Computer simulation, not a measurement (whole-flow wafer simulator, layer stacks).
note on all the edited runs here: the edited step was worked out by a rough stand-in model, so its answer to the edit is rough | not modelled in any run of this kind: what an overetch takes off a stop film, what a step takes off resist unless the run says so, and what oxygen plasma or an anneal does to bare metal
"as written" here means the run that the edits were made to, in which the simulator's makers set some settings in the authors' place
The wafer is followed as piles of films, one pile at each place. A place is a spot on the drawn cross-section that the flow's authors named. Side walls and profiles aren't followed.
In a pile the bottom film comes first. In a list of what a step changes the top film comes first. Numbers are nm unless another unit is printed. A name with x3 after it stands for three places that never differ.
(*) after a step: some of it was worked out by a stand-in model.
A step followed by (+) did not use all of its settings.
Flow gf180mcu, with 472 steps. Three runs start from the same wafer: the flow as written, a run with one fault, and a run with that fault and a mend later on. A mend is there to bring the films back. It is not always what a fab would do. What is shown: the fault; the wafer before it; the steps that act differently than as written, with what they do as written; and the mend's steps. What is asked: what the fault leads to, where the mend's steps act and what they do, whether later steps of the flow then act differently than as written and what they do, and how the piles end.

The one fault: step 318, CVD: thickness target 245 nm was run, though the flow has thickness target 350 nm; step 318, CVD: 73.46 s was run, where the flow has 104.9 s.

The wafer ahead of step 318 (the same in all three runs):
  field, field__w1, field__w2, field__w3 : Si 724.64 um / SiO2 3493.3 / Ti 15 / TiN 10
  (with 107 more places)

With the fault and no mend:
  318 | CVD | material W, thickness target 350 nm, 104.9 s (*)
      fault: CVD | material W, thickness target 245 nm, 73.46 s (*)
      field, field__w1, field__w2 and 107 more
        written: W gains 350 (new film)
        fault: W gains 245.9 (new film)
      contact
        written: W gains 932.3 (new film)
        fault: W gains 828.1 (new film)
  Steps later in the flow that act otherwise than as written:
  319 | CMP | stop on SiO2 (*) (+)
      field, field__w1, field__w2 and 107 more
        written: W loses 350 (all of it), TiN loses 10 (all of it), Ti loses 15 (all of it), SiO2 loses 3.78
        fault: W loses 245.9 (all of it), TiN loses 10 (all of it), Ti loses 15 (all of it), SiO2 loses 2.73
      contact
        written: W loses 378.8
        fault: W loses 273.6
  The piles end only slightly different from the flow's at the places that both follow, by no more than 2% or 0.5 nm, whichever is larger.

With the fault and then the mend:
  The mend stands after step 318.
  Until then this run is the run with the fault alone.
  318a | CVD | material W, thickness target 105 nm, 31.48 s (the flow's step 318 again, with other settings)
      field, field__w1, field__w2 and 108 more
        W gains 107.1
  None of the later steps of the flow differs from how it acts as written, at any place that is followed, by more than 2% or 0.5 nm, whichever is larger.
  The piles end only slightly different from the flow's at the places that both follow, by no more than 2% or 0.5 nm, whichever is larger.
